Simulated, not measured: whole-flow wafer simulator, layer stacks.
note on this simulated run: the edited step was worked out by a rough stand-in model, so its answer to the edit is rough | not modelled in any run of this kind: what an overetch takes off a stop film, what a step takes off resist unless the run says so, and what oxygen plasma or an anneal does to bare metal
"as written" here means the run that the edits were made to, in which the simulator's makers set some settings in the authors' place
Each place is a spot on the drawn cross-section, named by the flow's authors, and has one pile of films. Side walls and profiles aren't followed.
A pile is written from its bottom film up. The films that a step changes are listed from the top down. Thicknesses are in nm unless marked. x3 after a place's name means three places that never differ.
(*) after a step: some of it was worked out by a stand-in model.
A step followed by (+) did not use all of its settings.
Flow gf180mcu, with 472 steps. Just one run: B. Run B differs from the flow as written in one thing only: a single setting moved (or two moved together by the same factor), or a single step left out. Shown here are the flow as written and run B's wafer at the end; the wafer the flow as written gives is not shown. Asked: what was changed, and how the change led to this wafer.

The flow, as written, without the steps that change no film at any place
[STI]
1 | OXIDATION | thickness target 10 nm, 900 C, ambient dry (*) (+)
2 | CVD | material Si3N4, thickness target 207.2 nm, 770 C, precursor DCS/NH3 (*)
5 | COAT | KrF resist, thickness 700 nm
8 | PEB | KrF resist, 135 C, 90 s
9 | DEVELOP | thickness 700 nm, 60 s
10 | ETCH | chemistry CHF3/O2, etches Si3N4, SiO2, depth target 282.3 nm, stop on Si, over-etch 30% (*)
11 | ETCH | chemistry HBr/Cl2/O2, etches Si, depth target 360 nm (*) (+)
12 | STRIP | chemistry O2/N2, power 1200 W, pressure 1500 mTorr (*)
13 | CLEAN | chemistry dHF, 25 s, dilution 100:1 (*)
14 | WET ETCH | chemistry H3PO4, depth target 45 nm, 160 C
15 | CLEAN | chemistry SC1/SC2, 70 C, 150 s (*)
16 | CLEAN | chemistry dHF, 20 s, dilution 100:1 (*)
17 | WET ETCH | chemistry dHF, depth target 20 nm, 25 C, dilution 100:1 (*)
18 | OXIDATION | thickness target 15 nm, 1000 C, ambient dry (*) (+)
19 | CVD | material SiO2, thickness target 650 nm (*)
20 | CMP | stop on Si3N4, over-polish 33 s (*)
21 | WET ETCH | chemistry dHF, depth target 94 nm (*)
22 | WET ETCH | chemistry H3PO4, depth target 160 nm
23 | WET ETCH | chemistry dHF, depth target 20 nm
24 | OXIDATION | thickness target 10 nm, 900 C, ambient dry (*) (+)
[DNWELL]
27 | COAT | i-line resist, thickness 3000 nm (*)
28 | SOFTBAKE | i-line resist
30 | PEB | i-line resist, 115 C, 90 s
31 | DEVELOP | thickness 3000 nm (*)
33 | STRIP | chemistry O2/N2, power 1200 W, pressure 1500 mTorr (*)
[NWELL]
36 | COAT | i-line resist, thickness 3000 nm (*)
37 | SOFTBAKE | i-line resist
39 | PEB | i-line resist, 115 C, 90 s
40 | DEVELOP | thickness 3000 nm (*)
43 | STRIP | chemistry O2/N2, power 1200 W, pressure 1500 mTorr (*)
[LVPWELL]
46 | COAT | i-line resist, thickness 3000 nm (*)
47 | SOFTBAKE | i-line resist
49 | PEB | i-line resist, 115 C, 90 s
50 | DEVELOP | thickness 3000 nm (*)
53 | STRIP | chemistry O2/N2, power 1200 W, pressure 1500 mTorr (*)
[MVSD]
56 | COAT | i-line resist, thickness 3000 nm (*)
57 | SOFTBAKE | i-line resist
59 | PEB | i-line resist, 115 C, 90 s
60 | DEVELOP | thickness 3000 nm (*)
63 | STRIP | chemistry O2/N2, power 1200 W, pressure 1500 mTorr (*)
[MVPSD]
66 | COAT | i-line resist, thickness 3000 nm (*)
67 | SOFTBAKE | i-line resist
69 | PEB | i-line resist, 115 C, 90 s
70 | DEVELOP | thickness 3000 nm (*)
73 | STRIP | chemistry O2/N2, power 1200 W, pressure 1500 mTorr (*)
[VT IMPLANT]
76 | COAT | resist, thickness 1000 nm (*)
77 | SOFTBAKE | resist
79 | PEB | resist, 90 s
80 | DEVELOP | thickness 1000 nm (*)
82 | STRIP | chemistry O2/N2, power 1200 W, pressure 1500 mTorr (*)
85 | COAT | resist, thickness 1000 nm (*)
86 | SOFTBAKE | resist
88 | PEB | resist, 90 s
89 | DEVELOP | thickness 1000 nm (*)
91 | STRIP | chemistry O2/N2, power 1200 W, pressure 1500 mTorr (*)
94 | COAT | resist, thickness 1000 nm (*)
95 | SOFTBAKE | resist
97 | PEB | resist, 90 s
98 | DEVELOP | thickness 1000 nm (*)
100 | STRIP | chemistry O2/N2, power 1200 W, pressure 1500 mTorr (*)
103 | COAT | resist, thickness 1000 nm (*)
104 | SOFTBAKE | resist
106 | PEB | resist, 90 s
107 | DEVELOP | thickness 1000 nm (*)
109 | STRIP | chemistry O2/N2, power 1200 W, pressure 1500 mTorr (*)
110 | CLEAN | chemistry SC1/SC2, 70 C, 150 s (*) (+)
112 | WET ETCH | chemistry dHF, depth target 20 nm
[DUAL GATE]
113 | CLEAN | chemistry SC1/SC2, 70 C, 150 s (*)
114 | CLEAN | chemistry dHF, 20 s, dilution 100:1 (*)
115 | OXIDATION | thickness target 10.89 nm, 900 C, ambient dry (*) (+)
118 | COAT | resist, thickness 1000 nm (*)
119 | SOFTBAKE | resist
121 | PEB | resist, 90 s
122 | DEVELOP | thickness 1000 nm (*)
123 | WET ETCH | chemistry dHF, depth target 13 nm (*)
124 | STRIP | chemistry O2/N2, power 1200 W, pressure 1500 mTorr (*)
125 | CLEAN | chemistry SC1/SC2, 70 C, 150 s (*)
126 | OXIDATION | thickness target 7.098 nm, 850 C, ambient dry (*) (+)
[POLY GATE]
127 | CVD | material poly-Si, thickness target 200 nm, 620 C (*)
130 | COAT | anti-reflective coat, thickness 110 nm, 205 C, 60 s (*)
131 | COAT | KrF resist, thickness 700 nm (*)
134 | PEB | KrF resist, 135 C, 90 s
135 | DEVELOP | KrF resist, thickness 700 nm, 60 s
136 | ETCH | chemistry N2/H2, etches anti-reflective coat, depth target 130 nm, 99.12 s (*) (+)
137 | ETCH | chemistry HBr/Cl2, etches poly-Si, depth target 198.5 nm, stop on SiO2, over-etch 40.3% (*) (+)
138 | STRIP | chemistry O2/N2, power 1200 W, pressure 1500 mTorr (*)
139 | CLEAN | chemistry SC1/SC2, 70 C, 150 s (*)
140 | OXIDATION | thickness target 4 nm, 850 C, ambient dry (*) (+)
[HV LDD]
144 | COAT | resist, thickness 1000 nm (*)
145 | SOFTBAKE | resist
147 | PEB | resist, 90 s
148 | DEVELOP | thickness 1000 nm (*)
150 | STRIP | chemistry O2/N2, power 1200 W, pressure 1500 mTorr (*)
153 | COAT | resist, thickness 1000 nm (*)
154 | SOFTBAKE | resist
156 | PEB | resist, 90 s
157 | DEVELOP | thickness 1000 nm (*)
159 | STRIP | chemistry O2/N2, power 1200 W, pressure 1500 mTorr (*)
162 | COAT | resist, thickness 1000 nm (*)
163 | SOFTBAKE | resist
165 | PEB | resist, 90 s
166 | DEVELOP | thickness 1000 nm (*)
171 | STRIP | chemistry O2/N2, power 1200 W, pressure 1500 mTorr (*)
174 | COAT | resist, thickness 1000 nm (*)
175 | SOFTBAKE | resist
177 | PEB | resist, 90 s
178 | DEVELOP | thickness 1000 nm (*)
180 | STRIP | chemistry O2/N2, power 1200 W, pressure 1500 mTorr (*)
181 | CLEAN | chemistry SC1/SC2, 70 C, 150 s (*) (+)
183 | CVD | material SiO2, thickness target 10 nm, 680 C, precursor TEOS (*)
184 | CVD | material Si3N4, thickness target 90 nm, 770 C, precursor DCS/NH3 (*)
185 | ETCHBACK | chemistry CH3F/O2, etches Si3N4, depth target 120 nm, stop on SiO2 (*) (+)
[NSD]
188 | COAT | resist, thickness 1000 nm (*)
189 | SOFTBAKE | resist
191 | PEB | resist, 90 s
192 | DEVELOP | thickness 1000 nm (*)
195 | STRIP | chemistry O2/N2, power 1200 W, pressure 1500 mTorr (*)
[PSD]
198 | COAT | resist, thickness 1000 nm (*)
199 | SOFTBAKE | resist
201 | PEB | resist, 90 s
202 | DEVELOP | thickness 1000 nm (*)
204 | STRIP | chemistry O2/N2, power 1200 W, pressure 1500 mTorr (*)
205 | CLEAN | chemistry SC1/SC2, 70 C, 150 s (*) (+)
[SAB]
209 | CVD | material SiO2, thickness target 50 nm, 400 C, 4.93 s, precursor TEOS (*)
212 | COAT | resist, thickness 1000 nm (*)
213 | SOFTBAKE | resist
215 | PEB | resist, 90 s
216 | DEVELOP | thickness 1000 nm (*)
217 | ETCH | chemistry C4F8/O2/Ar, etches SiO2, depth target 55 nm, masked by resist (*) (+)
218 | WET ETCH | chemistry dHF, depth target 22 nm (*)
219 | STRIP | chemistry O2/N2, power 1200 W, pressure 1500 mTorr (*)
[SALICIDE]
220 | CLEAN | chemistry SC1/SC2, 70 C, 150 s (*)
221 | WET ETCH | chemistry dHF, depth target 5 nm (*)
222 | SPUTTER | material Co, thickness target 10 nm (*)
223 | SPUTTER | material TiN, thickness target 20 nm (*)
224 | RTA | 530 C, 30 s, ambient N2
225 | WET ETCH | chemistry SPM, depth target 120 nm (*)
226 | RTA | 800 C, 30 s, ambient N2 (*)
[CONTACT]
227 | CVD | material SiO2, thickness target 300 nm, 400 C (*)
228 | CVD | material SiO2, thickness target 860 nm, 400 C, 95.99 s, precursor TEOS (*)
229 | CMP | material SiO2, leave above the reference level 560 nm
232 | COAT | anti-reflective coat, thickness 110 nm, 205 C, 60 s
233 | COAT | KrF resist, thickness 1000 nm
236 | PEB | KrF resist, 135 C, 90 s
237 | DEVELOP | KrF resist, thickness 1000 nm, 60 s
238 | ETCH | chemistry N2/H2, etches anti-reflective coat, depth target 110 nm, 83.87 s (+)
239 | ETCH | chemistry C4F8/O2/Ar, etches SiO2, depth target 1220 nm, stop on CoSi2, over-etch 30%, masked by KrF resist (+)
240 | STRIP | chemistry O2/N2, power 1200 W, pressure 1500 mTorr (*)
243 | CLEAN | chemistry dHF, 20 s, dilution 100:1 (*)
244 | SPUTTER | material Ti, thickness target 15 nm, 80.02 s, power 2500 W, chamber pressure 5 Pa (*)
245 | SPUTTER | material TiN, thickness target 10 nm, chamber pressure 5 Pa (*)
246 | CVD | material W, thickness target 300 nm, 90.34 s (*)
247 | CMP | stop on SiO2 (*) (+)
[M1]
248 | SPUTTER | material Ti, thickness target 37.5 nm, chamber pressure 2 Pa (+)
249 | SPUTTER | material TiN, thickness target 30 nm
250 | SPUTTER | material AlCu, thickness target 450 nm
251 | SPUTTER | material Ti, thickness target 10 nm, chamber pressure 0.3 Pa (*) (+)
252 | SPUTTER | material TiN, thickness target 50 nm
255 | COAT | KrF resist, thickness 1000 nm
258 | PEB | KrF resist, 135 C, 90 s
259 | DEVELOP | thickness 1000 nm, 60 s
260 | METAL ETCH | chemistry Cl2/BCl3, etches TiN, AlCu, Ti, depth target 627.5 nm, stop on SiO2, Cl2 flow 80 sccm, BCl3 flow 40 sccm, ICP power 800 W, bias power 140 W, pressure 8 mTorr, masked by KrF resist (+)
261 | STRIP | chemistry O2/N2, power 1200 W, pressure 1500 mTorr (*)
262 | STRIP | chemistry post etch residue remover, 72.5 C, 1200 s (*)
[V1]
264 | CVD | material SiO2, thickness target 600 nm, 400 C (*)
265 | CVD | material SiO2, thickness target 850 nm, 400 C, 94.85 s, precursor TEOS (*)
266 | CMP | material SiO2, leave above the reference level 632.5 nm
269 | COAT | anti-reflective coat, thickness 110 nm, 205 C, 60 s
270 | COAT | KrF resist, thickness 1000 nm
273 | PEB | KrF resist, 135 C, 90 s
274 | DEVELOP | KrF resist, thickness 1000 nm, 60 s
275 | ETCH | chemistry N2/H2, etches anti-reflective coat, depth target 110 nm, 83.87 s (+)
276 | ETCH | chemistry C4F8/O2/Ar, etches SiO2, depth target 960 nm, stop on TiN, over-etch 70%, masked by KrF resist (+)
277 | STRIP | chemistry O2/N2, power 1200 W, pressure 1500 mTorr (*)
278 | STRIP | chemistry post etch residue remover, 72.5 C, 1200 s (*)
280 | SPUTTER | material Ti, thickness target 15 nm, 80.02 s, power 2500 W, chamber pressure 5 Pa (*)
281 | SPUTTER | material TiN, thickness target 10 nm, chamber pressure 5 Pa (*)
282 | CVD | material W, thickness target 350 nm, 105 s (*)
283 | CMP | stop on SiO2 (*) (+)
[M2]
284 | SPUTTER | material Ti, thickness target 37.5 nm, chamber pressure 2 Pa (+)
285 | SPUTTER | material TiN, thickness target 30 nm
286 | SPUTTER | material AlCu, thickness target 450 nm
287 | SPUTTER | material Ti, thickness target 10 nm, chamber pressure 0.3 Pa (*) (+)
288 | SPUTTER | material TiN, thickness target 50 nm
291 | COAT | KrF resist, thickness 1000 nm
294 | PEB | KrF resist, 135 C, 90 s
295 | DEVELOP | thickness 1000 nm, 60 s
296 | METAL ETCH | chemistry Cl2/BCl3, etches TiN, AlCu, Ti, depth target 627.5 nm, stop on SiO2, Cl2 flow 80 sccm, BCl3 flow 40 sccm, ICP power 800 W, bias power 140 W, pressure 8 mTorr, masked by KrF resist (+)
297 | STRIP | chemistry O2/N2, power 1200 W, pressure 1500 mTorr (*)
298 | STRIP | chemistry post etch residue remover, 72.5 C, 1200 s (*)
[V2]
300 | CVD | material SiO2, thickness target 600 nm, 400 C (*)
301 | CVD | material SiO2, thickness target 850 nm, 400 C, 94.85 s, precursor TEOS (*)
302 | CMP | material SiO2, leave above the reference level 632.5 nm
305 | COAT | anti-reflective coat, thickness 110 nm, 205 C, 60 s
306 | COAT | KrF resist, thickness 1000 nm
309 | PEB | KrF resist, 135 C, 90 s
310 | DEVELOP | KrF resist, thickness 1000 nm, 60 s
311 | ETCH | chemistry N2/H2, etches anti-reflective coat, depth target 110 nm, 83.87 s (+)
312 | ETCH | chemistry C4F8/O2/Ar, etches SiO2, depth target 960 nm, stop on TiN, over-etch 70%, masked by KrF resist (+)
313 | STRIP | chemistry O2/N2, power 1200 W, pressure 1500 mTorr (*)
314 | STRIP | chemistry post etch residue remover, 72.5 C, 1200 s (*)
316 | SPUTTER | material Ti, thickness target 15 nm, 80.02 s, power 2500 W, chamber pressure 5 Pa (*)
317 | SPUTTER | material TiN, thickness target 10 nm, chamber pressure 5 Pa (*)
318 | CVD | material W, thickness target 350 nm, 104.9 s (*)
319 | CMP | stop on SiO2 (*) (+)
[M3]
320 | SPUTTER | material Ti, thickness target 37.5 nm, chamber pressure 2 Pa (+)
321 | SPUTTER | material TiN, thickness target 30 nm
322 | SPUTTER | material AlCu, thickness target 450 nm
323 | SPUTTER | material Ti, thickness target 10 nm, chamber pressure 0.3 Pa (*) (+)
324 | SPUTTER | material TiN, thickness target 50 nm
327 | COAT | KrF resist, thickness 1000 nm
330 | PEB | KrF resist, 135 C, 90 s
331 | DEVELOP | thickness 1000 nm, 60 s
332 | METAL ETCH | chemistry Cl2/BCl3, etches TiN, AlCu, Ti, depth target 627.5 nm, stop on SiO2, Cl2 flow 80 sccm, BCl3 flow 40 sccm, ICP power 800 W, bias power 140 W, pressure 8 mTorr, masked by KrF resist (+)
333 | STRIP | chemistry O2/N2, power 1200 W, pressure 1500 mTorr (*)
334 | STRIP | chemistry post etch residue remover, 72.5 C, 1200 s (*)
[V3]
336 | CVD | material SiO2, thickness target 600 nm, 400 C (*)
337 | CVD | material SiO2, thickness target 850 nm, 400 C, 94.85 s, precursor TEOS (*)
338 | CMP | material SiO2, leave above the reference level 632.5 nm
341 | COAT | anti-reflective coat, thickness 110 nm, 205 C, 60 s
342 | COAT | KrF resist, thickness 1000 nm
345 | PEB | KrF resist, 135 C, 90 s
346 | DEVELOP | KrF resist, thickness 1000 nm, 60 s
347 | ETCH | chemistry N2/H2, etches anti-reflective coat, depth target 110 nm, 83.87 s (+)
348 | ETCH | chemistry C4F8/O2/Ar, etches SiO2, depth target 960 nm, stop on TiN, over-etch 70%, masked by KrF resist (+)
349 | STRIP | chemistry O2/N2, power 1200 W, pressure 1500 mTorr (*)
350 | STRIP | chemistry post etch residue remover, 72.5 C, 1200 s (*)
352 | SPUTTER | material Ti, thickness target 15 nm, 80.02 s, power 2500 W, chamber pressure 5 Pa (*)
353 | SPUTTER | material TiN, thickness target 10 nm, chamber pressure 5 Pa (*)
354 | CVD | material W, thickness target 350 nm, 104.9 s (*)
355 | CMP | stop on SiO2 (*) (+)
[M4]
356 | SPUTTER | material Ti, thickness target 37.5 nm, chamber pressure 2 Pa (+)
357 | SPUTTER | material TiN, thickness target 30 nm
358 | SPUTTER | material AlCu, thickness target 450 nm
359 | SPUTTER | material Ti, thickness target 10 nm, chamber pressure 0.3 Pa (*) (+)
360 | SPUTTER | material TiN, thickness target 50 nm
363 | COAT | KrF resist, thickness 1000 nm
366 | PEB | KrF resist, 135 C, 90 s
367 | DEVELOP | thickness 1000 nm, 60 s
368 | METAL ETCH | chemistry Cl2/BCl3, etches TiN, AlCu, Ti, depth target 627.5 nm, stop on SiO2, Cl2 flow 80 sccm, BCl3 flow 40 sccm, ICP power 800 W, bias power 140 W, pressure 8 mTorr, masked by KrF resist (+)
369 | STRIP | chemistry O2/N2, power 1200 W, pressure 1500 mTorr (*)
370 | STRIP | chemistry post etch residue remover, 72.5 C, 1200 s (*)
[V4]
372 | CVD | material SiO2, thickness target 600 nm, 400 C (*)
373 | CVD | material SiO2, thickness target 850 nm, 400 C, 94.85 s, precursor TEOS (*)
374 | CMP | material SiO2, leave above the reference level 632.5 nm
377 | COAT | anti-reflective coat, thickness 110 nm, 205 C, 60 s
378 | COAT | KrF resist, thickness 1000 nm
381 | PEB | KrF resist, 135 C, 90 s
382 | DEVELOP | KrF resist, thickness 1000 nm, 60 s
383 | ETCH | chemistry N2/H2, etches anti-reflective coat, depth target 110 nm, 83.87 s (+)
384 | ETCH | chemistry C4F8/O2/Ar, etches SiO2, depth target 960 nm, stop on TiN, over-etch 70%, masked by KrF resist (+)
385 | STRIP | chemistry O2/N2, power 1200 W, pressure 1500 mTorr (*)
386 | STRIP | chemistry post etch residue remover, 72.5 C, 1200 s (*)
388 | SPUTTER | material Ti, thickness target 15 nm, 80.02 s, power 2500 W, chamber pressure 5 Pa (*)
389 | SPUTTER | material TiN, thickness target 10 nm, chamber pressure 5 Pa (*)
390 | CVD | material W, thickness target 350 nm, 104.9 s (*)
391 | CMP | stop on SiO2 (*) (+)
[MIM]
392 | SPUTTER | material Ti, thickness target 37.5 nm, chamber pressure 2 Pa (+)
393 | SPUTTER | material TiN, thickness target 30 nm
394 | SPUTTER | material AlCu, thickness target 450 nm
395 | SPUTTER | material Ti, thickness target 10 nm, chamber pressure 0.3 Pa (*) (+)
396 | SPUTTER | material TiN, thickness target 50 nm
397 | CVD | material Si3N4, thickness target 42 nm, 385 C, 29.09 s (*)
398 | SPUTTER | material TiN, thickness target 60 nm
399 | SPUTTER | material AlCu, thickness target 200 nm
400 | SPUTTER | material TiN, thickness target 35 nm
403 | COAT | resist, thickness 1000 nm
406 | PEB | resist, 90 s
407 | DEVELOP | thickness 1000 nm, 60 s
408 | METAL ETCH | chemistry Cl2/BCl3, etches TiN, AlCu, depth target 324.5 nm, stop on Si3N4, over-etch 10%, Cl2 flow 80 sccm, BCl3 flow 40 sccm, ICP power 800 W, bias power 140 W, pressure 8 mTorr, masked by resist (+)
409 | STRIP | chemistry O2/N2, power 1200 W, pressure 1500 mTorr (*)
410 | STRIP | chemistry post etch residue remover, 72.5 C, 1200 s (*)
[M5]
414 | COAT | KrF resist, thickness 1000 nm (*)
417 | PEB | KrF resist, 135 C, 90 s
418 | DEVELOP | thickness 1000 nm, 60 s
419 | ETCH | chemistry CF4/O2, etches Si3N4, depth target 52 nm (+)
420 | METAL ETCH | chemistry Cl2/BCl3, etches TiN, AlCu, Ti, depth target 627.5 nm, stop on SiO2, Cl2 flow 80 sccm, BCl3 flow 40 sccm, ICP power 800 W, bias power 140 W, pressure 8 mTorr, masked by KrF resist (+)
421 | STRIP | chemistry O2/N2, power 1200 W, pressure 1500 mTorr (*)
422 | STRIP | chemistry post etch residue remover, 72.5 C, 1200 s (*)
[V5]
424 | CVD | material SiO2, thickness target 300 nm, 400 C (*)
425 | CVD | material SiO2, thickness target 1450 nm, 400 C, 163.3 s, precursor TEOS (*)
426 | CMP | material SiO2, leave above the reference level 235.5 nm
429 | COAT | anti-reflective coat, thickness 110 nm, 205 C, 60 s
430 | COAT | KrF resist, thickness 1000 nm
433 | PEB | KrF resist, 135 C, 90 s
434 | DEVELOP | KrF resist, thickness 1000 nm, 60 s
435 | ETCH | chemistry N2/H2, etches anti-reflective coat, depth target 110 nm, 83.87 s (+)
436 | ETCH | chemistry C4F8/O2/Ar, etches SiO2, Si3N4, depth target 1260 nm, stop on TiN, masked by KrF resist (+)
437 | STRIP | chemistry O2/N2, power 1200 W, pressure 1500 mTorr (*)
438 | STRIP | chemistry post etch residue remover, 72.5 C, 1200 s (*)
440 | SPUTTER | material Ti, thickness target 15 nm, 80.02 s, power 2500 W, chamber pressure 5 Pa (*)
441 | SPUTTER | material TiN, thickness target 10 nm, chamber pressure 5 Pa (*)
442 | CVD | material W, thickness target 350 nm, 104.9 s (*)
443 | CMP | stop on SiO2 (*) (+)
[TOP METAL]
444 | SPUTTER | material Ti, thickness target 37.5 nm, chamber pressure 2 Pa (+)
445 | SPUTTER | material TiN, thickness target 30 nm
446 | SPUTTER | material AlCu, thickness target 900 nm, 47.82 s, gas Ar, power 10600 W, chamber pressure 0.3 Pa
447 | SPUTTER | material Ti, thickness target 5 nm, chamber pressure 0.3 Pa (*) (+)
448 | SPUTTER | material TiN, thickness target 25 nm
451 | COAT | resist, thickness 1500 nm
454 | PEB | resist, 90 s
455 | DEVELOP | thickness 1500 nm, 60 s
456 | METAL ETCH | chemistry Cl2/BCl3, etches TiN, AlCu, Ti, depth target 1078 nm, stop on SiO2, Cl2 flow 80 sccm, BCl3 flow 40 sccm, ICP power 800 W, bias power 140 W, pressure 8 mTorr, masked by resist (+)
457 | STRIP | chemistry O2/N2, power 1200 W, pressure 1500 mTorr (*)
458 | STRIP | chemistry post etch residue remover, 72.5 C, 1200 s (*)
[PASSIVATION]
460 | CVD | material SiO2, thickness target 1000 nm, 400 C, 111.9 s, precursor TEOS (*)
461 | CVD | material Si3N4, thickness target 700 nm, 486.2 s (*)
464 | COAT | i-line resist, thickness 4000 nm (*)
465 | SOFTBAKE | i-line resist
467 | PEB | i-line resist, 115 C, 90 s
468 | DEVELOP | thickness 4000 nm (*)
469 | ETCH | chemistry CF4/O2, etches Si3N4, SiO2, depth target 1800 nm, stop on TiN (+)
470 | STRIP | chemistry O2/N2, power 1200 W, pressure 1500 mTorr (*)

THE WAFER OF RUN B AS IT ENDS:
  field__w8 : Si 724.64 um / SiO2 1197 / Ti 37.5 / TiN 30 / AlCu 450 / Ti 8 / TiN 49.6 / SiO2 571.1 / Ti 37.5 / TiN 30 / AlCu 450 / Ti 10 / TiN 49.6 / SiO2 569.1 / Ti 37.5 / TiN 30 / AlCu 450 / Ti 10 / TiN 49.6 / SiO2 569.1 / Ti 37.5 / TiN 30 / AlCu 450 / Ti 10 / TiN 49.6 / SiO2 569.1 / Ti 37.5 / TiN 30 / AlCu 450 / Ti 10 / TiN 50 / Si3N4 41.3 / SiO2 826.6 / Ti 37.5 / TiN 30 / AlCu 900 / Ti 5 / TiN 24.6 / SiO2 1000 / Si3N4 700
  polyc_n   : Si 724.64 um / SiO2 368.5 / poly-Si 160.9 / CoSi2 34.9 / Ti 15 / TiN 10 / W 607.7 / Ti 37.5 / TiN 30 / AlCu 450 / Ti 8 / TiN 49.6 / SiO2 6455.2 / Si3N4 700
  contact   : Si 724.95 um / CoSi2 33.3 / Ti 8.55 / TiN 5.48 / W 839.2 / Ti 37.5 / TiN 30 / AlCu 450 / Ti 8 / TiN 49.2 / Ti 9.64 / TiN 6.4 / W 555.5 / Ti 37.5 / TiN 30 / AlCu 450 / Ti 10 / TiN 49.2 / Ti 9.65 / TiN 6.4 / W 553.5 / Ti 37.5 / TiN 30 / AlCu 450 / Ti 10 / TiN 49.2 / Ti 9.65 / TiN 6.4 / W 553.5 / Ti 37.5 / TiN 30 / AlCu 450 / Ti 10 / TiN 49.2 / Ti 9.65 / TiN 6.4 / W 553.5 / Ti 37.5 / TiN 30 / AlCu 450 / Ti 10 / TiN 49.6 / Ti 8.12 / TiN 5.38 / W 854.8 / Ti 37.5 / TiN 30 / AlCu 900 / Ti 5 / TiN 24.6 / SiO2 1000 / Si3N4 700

The reason: step 251, SPUTTER: thickness target 8 nm was run, whereas the flow has thickness target 10 nm.
The wafer itself shows it: field__w8 has Ti 8, and step 251 as written asks for 10 nm.

The path from the change to this, step by step:
  251 | SPUTTER | material Ti, thickness target 10 nm, chamber pressure 0.3 Pa (*) (+)
      field, field__w1, field__w2 and 108 more: +8 Ti (new film) (it would be, as written: +10 Ti (new film))
  260 | METAL ETCH | chemistry Cl2/BCl3, etches TiN, AlCu, Ti, depth target 627.5 nm, stop on SiO2, Cl2 flow 80 sccm, BCl3 flow 40 sccm, ICP power 800 W, bias power 140 W, pressure 8 mTorr, masked by KrF resist (+)
      field, field__w1, field__w2 and 99 more: -50 TiN (all of it), -8 Ti (all of it), -450 AlCu (all of it), -30 TiN (all of it), -37.5 Ti (all of it) (it would be, as written: -50 TiN (all of it), -10 Ti (all of it), -450 AlCu (all of it), -30 TiN (all of it), -37.5 Ti (all of it))
